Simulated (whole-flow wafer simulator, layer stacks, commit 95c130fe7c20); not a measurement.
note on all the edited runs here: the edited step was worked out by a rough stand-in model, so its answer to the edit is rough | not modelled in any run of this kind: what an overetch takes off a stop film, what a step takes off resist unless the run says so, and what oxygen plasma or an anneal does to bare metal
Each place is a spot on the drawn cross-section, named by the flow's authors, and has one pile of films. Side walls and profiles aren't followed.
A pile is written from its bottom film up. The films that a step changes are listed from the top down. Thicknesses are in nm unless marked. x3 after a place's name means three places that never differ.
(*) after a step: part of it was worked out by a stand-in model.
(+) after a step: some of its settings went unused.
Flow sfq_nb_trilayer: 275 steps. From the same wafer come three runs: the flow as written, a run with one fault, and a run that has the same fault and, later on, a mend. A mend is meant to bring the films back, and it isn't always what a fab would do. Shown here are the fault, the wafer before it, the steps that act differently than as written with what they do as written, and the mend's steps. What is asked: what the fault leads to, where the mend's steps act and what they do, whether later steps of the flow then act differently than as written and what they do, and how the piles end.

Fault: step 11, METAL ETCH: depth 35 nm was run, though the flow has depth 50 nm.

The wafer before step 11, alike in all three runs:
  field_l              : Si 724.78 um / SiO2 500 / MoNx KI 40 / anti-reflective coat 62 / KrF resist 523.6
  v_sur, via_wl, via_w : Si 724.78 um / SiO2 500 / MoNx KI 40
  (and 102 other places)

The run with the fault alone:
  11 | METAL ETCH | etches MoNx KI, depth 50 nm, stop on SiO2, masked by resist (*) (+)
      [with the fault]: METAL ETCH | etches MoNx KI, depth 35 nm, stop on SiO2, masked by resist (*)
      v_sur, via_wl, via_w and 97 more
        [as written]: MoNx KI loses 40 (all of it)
        [with the fault]: MoNx KI loses 35
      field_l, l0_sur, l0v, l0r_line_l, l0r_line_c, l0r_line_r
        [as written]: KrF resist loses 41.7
        [with the fault]: KrF resist loses 29.2
  Later steps of the flow acting differently than as written (9 other steps are not shown; they differ only slightly, by no more than 2% or 0.5 nm, whichever is larger):
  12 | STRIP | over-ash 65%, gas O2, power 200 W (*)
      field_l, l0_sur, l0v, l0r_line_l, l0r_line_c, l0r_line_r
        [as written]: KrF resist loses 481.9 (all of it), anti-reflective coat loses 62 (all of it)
        [with the fault]: KrF resist loses 494.4 (all of it), anti-reflective coat loses 62 (all of it)
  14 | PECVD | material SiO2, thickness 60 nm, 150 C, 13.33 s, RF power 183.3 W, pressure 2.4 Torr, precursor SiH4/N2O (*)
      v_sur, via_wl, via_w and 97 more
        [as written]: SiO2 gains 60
        [with the fault]: SiO2 gains 60 (new film)
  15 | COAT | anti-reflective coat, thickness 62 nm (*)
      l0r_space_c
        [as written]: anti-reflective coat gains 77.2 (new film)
        [with the fault]: anti-reflective coat gains 75.4 (new film)
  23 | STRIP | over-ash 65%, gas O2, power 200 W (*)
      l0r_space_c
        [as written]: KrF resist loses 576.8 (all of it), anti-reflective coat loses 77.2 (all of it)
        [with the fault]: KrF resist loses 574.6 (all of it), anti-reflective coat loses 75.4 (all of it)
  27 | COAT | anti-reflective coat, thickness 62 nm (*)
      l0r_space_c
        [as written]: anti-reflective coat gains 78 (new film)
        [with the fault]: anti-reflective coat gains 75.9 (new film)
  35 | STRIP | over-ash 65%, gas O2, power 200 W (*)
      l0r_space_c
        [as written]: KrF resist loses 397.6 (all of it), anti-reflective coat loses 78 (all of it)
        [with the fault]: KrF resist loses 395.7 (all of it), anti-reflective coat loses 75.9 (all of it)
  By the end, the piles at v_sur, via_wl, via_w and 97 more depart from the flow's by more than 2% or 0.5 nm, whichever is larger.
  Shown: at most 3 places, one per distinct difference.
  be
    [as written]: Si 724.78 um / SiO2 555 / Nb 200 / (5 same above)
    [with the fault]: Si 724.78 um / SiO2 500 / MoNx KI 5 / SiO2 55 / Nb 200 / (5 same above)
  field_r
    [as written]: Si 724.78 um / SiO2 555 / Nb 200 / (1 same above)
    [with the fault]: Si 724.78 um / SiO2 500 / MoNx KI 5 / SiO2 55 / Nb 200 / (1 same above)
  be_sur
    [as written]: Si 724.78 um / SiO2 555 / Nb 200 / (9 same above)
    [with the fault]: Si 724.78 um / SiO2 500 / MoNx KI 5 / SiO2 55 / Nb 200 / (9 same above)

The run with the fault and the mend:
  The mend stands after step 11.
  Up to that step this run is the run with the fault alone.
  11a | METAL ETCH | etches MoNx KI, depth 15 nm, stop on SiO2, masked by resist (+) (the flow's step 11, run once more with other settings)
      v_sur, via_wl, via_w and 97 more
        MoNx KI loses 5 (all of it)
      field_l, l0_sur, l0v, l0r_line_l, l0r_line_c, l0r_line_r
        KrF resist loses 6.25
  Later steps of the flow that are run all act as written at every place that is followed, up to a difference of at most 2% or 0.5 nm, whichever is larger.
  At every place that both follow, the piles at the end match the flow's.
